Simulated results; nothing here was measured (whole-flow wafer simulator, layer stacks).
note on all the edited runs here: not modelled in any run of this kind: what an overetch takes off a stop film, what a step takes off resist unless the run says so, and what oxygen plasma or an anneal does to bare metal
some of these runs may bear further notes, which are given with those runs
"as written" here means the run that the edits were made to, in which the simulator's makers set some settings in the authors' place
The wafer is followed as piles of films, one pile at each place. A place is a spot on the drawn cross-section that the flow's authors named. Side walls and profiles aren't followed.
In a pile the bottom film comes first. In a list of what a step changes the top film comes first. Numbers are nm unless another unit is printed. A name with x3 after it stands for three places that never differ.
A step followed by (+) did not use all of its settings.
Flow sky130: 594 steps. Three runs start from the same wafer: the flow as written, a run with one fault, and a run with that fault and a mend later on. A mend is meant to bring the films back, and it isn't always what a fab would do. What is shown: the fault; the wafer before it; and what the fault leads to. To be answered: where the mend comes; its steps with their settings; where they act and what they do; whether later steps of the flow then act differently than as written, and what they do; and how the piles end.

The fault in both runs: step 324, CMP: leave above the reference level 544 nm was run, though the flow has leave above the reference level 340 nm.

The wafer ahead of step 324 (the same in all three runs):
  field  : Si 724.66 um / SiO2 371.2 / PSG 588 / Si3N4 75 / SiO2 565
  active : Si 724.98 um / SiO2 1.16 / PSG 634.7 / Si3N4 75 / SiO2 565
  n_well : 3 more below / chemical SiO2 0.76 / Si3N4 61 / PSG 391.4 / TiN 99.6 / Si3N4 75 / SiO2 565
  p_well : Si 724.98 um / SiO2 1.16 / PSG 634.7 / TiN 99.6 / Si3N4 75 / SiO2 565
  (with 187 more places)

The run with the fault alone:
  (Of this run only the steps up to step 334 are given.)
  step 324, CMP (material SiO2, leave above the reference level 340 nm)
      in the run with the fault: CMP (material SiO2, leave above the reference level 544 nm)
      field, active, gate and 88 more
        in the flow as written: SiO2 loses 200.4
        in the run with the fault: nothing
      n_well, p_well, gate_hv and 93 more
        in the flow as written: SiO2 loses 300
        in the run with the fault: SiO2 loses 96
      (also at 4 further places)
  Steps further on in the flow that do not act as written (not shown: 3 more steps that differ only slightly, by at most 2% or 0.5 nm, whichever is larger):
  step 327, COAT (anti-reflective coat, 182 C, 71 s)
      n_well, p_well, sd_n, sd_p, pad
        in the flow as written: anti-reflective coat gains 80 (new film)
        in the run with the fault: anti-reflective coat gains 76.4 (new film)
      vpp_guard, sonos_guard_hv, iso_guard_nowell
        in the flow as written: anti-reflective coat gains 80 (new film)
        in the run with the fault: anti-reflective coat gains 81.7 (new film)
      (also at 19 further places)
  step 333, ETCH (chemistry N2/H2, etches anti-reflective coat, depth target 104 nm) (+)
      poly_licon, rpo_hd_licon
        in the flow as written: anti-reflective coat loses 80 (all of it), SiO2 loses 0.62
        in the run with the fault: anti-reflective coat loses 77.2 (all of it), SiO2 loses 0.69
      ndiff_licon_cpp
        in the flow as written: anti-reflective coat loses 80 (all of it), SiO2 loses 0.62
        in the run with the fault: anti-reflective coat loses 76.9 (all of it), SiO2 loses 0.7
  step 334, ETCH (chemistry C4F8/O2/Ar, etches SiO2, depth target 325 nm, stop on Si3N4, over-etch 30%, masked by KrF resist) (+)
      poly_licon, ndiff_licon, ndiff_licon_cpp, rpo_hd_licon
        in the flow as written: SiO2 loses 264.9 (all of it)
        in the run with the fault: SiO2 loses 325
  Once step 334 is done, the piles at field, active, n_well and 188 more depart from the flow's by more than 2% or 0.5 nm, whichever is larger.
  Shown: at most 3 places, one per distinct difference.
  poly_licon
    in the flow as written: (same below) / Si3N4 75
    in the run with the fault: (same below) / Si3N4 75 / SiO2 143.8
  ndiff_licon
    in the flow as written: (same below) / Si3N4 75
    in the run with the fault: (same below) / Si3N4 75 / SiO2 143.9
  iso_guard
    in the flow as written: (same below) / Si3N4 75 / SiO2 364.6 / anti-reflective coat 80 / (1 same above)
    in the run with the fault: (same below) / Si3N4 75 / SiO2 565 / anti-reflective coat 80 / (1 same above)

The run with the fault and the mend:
  After step 324 comes the mend.
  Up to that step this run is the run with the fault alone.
  step 324a, CMP (material SiO2, leave above the reference level 340 nm) (the flow's step 324 again)
      n_well, p_well, gate_hv and 97 more
        SiO2 loses 204
      field, active, gate and 88 more
        SiO2 loses 200.4
  Every later step of the flow that is run acts as written at every place that is followed.
  At every place that both follow, the piles at the end match the flow's.
